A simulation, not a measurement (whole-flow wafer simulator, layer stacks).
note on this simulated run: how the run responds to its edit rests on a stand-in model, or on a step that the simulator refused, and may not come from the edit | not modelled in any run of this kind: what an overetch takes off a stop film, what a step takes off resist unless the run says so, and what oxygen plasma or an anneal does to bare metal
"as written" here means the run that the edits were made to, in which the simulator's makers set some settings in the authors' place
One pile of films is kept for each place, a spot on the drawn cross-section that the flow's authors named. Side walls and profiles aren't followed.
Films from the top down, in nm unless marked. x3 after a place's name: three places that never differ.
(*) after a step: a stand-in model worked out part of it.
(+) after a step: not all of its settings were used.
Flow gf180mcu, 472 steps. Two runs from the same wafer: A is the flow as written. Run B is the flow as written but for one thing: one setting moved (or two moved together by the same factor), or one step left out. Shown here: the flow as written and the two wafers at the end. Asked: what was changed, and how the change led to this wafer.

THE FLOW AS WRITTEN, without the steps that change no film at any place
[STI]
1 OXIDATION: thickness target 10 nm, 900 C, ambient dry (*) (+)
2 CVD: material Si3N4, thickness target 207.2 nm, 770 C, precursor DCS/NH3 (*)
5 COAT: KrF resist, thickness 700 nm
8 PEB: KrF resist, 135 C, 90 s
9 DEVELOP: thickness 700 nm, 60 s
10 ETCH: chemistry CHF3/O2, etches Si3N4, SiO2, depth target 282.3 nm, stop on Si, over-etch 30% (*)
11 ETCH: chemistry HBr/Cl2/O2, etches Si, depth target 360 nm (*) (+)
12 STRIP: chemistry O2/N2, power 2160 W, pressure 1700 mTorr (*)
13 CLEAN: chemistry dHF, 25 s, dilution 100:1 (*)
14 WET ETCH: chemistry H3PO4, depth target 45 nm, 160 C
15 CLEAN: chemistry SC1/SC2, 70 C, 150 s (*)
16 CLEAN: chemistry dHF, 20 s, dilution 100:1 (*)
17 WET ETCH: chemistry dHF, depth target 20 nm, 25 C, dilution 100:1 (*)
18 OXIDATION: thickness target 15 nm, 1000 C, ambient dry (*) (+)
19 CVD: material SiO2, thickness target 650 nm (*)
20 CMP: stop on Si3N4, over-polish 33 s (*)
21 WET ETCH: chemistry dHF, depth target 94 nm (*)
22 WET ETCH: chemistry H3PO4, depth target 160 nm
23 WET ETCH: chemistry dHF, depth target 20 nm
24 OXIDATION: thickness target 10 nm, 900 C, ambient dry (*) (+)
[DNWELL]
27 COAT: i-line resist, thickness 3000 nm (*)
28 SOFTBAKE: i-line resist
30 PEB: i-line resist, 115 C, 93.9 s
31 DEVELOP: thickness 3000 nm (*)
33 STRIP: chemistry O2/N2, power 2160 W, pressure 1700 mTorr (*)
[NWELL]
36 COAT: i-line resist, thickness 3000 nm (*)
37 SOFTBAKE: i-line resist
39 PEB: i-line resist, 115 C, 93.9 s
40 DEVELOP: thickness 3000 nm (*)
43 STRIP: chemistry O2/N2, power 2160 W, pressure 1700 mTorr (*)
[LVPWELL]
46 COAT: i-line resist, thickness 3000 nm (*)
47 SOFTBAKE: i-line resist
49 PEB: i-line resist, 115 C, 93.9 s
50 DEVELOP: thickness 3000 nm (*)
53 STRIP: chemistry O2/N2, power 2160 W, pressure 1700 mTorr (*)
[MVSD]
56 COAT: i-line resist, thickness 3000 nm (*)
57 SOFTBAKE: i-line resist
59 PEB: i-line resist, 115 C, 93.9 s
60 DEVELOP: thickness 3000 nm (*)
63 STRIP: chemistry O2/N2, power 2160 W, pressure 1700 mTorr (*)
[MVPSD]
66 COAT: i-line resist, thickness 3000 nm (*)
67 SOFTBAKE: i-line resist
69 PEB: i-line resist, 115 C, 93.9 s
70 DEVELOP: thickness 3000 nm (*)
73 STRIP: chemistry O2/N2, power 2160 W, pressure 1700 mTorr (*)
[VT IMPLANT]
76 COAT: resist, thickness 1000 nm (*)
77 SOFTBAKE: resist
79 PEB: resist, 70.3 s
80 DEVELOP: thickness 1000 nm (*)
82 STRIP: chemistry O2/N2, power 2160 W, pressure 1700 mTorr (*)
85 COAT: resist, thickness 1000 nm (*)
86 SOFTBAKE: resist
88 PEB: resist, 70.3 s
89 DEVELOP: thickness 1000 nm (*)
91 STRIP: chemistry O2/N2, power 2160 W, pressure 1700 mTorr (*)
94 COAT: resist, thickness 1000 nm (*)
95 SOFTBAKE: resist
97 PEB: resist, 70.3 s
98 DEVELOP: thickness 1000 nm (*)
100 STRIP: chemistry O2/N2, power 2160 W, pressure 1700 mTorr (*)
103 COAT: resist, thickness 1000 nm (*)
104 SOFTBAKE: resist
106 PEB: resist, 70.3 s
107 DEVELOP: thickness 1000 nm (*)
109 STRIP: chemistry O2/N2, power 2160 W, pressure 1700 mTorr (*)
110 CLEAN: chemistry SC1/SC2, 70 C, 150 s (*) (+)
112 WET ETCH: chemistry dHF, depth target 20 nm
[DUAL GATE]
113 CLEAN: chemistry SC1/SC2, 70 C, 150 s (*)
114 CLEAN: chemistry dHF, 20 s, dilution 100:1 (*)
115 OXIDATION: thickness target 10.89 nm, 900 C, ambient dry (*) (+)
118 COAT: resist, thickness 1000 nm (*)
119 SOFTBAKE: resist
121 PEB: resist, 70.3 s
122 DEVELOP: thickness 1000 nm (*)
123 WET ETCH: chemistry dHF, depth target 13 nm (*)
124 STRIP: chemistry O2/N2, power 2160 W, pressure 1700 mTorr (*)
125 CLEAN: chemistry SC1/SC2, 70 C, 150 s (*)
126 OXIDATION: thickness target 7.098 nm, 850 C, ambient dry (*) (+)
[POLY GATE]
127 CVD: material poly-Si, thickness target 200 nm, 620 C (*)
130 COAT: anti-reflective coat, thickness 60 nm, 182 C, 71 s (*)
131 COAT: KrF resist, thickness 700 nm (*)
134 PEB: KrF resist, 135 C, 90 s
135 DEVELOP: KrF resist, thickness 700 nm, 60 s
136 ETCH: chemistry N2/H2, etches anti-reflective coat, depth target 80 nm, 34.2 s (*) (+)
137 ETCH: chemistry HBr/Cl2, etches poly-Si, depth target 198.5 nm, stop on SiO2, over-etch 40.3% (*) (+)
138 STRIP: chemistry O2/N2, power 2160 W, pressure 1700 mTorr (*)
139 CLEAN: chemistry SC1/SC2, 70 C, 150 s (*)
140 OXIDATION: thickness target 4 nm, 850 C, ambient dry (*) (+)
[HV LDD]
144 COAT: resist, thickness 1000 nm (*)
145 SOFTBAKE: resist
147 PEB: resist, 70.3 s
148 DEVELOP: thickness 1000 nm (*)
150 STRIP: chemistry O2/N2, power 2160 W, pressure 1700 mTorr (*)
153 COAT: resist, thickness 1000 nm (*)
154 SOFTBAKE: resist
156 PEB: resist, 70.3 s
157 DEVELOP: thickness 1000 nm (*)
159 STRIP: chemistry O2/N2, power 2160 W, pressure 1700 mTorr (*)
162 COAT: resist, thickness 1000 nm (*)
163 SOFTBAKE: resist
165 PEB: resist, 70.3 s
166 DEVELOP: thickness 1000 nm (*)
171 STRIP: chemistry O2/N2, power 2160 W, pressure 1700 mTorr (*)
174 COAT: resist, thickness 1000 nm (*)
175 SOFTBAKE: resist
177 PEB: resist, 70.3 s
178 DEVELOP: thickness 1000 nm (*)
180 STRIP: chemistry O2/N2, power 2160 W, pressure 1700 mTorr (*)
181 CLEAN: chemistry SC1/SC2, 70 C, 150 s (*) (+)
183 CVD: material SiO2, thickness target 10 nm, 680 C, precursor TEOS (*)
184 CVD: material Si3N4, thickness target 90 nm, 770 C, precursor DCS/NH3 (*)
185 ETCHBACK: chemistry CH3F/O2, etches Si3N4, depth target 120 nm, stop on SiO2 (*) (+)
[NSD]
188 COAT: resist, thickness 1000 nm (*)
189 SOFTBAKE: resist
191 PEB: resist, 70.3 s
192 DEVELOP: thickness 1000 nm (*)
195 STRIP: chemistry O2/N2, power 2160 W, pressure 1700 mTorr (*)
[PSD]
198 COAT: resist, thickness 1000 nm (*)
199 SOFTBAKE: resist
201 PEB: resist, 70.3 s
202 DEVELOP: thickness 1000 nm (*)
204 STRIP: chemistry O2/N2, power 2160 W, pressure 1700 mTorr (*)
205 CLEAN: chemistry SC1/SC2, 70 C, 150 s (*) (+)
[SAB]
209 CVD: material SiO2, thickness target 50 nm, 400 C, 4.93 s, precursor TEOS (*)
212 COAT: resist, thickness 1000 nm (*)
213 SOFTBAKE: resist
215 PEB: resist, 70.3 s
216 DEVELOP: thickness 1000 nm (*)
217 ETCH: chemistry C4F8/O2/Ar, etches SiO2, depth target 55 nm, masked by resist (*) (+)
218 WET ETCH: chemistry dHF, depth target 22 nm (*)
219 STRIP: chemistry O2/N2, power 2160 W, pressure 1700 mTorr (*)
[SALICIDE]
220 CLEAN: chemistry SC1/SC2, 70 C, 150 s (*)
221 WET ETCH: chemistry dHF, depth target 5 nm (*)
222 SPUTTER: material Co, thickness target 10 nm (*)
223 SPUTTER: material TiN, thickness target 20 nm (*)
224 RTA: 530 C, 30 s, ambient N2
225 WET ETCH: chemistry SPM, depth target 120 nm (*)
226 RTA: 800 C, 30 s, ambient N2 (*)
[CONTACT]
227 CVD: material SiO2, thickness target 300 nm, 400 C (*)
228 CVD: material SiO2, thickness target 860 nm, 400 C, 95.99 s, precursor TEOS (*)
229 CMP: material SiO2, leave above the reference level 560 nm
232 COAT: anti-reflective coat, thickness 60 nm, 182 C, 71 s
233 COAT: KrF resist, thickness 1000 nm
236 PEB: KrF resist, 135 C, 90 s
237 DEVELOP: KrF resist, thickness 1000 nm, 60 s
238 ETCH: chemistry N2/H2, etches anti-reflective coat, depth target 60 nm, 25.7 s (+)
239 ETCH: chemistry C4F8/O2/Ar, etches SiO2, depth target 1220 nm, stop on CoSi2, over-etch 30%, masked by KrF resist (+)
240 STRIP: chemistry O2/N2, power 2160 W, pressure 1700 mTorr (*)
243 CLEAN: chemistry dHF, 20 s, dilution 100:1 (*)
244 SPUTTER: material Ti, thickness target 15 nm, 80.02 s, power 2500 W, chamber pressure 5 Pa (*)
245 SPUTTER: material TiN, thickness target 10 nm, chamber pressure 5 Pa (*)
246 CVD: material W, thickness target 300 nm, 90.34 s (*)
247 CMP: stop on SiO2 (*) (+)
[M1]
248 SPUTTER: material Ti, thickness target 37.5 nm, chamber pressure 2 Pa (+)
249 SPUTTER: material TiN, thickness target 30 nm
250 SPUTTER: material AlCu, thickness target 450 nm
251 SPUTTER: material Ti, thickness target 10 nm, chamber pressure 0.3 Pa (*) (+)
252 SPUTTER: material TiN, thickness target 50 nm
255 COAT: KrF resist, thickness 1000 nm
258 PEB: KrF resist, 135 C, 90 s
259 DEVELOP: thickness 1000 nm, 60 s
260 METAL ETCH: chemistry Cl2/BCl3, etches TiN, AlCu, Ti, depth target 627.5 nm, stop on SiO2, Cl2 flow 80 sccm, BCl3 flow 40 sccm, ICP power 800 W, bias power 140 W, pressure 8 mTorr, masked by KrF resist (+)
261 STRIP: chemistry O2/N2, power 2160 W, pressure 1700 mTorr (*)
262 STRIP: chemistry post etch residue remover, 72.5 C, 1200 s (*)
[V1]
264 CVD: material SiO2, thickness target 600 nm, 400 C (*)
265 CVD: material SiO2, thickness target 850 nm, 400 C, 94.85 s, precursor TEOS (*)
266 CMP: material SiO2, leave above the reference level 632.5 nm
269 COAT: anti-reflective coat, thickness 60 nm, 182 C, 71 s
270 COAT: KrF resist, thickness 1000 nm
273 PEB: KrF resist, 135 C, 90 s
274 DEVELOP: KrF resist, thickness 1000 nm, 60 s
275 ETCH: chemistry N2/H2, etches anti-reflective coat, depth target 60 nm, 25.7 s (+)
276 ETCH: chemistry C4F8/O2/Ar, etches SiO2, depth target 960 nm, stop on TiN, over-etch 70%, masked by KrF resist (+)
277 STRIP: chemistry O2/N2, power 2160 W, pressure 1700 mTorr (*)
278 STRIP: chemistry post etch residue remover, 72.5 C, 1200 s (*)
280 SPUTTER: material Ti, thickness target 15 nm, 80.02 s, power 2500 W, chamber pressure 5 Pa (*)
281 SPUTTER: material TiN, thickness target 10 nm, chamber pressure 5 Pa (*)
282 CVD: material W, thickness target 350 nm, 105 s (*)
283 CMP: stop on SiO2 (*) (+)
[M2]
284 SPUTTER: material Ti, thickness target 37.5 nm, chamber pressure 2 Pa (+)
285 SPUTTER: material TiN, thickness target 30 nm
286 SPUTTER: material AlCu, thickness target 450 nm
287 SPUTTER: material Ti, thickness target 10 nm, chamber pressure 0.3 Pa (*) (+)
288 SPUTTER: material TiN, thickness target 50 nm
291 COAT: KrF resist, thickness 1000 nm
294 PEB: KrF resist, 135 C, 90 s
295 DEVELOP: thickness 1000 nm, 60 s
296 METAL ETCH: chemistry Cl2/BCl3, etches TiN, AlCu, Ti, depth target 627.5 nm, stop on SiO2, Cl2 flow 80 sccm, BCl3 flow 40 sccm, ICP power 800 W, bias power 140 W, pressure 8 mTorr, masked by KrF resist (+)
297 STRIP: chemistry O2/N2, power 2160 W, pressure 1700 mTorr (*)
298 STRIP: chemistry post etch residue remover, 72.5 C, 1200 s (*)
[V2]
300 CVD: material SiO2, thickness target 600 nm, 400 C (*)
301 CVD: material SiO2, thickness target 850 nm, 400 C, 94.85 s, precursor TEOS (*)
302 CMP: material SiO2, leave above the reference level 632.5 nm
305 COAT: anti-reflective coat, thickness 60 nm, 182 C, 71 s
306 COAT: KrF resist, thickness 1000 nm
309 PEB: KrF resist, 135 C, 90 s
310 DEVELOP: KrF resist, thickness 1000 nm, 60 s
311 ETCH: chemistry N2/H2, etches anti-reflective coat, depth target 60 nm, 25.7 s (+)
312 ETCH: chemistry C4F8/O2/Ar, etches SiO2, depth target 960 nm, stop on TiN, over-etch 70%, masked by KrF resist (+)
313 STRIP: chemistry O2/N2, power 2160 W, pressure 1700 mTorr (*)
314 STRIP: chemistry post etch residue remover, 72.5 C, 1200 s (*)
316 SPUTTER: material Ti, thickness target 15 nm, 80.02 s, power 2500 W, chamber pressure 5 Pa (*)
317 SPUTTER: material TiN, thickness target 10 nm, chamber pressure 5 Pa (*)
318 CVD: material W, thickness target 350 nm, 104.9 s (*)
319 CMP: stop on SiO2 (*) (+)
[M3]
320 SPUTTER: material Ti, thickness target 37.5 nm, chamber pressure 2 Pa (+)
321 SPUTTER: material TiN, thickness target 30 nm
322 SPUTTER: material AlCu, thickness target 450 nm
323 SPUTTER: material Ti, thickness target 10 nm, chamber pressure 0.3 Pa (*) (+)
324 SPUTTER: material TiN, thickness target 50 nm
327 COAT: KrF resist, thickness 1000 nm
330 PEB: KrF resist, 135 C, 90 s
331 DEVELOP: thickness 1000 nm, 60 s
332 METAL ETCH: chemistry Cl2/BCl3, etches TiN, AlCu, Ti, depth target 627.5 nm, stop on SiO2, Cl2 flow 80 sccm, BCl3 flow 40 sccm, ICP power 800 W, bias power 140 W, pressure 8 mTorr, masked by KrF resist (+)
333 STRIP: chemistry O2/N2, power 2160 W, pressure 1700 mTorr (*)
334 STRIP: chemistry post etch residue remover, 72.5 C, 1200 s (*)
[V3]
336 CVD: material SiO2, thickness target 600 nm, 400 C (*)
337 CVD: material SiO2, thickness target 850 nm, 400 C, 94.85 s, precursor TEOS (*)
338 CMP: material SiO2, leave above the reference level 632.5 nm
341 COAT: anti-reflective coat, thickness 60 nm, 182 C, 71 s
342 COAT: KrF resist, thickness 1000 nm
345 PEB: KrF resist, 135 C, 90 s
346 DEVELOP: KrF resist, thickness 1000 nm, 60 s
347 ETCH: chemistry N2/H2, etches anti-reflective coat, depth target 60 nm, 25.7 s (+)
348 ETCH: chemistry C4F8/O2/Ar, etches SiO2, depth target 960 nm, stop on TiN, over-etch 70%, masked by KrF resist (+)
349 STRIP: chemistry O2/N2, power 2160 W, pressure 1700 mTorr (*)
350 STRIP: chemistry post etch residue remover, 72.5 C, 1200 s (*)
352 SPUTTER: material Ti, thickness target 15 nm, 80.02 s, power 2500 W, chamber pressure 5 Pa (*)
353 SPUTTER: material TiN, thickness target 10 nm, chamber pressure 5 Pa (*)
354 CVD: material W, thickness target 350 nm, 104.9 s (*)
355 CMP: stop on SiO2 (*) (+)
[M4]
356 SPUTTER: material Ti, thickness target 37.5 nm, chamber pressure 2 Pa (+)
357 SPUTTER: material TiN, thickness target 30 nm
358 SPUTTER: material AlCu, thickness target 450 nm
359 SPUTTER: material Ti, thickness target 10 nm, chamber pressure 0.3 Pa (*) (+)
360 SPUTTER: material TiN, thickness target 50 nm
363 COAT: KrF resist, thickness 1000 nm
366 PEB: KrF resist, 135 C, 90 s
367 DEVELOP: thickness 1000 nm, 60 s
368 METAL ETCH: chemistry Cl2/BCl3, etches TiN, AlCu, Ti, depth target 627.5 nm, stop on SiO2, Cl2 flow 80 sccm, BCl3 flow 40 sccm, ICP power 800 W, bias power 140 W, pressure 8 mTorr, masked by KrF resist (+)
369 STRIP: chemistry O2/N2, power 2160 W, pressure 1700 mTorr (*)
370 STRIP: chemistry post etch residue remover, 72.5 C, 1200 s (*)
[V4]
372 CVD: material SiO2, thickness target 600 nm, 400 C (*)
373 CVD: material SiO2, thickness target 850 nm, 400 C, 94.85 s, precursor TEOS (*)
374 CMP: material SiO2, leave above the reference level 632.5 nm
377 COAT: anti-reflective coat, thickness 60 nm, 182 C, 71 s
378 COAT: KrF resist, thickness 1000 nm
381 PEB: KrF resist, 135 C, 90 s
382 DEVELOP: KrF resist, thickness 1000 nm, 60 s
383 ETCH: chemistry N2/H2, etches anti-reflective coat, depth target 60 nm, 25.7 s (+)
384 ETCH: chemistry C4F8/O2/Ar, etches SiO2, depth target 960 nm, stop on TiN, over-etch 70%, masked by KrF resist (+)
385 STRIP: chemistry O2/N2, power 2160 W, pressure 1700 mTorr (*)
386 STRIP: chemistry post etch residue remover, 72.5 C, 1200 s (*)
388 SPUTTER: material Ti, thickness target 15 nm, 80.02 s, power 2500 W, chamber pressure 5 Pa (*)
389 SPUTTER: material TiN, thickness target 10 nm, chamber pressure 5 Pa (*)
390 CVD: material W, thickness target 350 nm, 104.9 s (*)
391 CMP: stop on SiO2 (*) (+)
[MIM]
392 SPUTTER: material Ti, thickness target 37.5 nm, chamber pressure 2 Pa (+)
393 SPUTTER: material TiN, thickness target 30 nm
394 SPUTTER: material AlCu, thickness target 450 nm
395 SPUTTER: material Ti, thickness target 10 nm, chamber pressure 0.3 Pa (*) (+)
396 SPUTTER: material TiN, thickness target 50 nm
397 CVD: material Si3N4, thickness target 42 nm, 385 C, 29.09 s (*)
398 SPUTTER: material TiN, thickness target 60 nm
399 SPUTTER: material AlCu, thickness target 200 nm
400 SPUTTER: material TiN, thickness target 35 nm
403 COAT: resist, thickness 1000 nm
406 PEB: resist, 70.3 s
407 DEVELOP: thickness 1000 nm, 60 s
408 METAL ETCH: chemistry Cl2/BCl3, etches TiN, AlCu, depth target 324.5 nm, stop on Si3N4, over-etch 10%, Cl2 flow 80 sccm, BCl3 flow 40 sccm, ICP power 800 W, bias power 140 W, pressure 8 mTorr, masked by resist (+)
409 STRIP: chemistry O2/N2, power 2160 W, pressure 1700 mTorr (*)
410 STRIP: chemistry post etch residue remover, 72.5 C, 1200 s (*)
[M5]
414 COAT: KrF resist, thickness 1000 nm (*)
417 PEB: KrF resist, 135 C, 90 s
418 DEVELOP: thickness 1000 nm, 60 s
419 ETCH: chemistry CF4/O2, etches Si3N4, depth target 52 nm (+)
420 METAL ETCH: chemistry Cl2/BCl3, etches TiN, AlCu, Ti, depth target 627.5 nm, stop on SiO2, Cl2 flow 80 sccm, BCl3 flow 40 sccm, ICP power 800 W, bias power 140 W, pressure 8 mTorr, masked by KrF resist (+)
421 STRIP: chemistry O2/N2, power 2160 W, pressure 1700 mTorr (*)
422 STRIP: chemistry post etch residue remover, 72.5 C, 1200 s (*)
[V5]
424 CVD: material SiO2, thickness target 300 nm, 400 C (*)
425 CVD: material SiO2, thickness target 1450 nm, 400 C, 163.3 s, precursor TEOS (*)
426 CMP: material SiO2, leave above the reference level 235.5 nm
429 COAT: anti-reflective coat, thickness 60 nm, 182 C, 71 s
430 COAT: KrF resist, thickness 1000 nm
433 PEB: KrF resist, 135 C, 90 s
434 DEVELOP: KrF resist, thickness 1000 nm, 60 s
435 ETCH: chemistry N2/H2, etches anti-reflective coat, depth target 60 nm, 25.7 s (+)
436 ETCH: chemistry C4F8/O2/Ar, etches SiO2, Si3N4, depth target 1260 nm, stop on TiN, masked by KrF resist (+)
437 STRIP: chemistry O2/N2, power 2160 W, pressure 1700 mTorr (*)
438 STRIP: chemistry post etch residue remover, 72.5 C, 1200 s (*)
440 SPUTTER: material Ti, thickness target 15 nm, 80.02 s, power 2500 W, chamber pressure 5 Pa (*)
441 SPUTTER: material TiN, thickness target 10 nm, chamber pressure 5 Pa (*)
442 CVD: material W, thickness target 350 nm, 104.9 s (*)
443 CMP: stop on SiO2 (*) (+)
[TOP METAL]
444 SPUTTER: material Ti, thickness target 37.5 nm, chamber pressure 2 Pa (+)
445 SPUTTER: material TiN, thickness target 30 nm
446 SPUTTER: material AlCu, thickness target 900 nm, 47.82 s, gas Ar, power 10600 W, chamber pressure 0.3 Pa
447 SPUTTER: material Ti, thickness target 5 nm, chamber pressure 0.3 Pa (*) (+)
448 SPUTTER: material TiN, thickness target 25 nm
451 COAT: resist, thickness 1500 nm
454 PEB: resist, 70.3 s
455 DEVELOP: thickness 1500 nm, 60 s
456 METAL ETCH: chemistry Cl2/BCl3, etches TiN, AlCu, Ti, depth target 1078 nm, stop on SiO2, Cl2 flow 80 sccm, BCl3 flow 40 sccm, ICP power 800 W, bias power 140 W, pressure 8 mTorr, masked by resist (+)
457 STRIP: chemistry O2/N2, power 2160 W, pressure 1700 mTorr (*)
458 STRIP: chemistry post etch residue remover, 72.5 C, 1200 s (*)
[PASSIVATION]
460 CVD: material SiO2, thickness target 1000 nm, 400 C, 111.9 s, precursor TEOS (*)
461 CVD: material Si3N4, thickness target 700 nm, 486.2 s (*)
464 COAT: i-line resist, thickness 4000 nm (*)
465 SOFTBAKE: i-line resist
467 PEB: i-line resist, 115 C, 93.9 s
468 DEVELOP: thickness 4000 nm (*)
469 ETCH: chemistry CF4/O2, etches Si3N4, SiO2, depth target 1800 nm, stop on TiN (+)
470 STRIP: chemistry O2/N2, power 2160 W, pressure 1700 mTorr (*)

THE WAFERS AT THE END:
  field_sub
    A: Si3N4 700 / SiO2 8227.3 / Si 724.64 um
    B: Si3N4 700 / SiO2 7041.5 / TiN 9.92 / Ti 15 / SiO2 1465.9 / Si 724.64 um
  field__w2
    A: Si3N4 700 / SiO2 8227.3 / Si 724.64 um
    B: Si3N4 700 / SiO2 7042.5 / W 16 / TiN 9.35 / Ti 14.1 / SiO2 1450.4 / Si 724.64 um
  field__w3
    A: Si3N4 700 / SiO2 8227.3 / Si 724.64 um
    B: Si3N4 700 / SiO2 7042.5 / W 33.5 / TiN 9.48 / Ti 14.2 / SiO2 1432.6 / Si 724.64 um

The cause: step 229, CMP: leave above the reference level 868 nm was run, where the flow has leave above the reference level 560 nm.

How the change led to this, step by step:
  229 CMP: material SiO2, leave above the reference level 560 nm
      active, p_well, sd_n, iso_ptap_pw, iso_ntap_nw, iso_ptap_sub, vpnp_e: A SiO2 -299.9 | B nothing
      sti, mim_1p0, pad, dice_street, iso_nw_fld, iso_fld_sub: A SiO2 -296.8 | B nothing
      (and at 98 more places)
  232 COAT: anti-reflective coat, thickness 60 nm, 182 C, 71 s
      ldn_sep__w1, ldn_sep__w2, ldp_sep, ldp_sep__w1, ldp_sep__w2: A anti-reflective coat +60 (new film) | B anti-reflective coat +58.5 (new film)
      sti, mim_1p0, pad, dice_street: A anti-reflective coat +60 (new film) | B anti-reflective coat +50.8 (new film)
      (and at 79 more places)
  233 COAT: KrF resist, thickness 1000 nm
      mim: A KrF resist +1000 (new film) | B KrF resist +1020.7 (new film)
  238 ETCH: chemistry N2/H2, etches anti-reflective coat, depth target 60 nm, 25.7 s (+)
      contact: A anti-reflective coat -60 (all of it), SiO2 -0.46 | B anti-reflective coat -67.7 (all of it), SiO2 -0.26
      polyc_n: A anti-reflective coat -60 (all of it), SiO2 -0.46 | B anti-reflective coat -46.7 (all of it), SiO2 -0.8
      (and at 1 more place)
  239 ETCH: chemistry C4F8/O2/Ar, etches SiO2, depth target 1220 nm, stop on CoSi2, over-etch 30%, masked by KrF resist (+)
      field, field__w1, field__w2 and 105 more: A KrF resist -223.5 | B KrF resist -244
      polyc_n, polyc_p: A SiO2 -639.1 (all of it) | B SiO2 -946.7 (all of it)
      (and at 1 more place)
  240 STRIP: chemistry O2/N2, power 2160 W, pressure 1700 mTorr (*)
      sti, mim_1p0, pad, dice_street: A KrF resist -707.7 (all of it), anti-reflective coat -60 (all of it) | B KrF resist -692.5 (all of it), anti-reflective coat -50.8 (all of it)
      ldn_fp, ldn_dft, ldn_out: A KrF resist -707.7 (all of it), anti-reflective coat -60 (all of it) | B KrF resist -686.7 (all of it), anti-reflective coat -59.6 (all of it)
      (and at 101 more places)
  244 SPUTTER: material Ti, thickness target 15 nm, 80.02 s, power 2500 W, chamber pressure 5 Pa (*)
      field__w2: A Ti +15 (new film) | B Ti +14.1 (new film)
      field__w3: A Ti +15 (new film) | B Ti +14.2 (new film)
      (and at 2 more places)
  245 SPUTTER: material TiN, thickness target 10 nm, chamber pressure 5 Pa (*)
      field__w2: A TiN +10 (new film) | B TiN +9.35 (new film)
      field__w3: A TiN +10 (new film) | B TiN +9.48 (new film)
      (and at 1 more place)
  246 CVD: material W, thickness target 300 nm, 90.34 s (*)
      polyc_n, polyc_p: A W +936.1 (new film) | B W +1244.1 (new film)
      contact: A W +1167.5 (new film) | B W +1445.3 (new film)
  247 CMP: stop on SiO2 (*) (+)
      active, p_well, sd_n, iso_ptap_pw, iso_ntap_nw, iso_ptap_sub, vpnp_e: A W -300 (all of it), TiN -10 (all of it), Ti -15 (all of it), SiO2 -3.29 | B W -300 (all of it), TiN -10 (all of it), Ti -13.3
      sti, mim_1p0, pad, dice_street, iso_nw_fld, iso_fld_sub: A W -300 (all of it), TiN -10 (all of it), Ti -15 (all of it), SiO2 -3.29 | B W -300 (all of it), TiN -10 (all of it), Ti -10.1
      (and at 96 more places)
  248 SPUTTER: material Ti, thickness target 37.5 nm, chamber pressure 2 Pa (+)
      field, field__w7, field__w8 and 20 more: A Ti +37.5 (new film) | B Ti +37.5
  260 METAL ETCH: chemistry Cl2/BCl3, etches TiN, AlCu, Ti, depth target 627.5 nm, stop on SiO2, Cl2 flow 80 sccm, BCl3 flow 40 sccm, ICP power 800 W, bias power 140 W, pressure 8 mTorr, masked by KrF resist (+)
      field__w2, field__w3, field__w12, field_sub, field_sub__w2, mim, ld_sd_n, nw_enc_fld_lv: A TiN -50 (all of it), Ti -10 (all of it), AlCu -450 (all of it), TiN -30 (all of it), Ti -37.5 (all of it) | B TiN -50 (all of it), Ti -10 (all of it), AlCu -450 (all of it), TiN -30 (all of it), Ti -37.5 (all of it), W -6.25
      field__w1: A TiN -50 (all of it), Ti -10 (all of it), AlCu -450 (all of it), TiN -30 (all of it), Ti -37.5 (all of it) | B TiN -50 (all of it), Ti -10 (all of it), AlCu -450 (all of it), TiN -30 (all of it), Ti -37.5 (all of it), TiN -3.02 (all of it), Ti -15 (all of it)
      (and at 32 more places)
  262 STRIP: chemistry post etch residue remover, 72.5 C, 1200 s (*)
      field__w2, field__w3, field__w12, mim, ld_sd_n, nw_enc_fld_lv: A nothing | B W -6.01
      field_sub, field_sub__w2: A nothing | B W -4.9 (all of it), TiN -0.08
  264 CVD: material SiO2, thickness target 600 nm, 400 C (*)
      field__w2, field__w3, field__w6 and 7 more: A SiO2 +600 | B SiO2 +600 (new film)
  266 CMP: material SiO2, leave above the reference level 632.5 nm
      field__w2, field__w3, field__w12, mim, ld_sd_n, nw_enc_fld_lv: A SiO2 -300 | B SiO2 -287.7
      field, field__w10: A SiO2 -300 | B SiO2 -285.1
      (and at 20 more places)
Counting metal films that touch as one body, field_sub has 1 body; the flow as written gives 0 bodies.
Counting metal films that touch as one body, field__w2 has 1 body; the flow as written gives 0 bodies.
Counting metal films that touch as one body, field__w3 has 1 body; the flow as written gives 0 bodies.
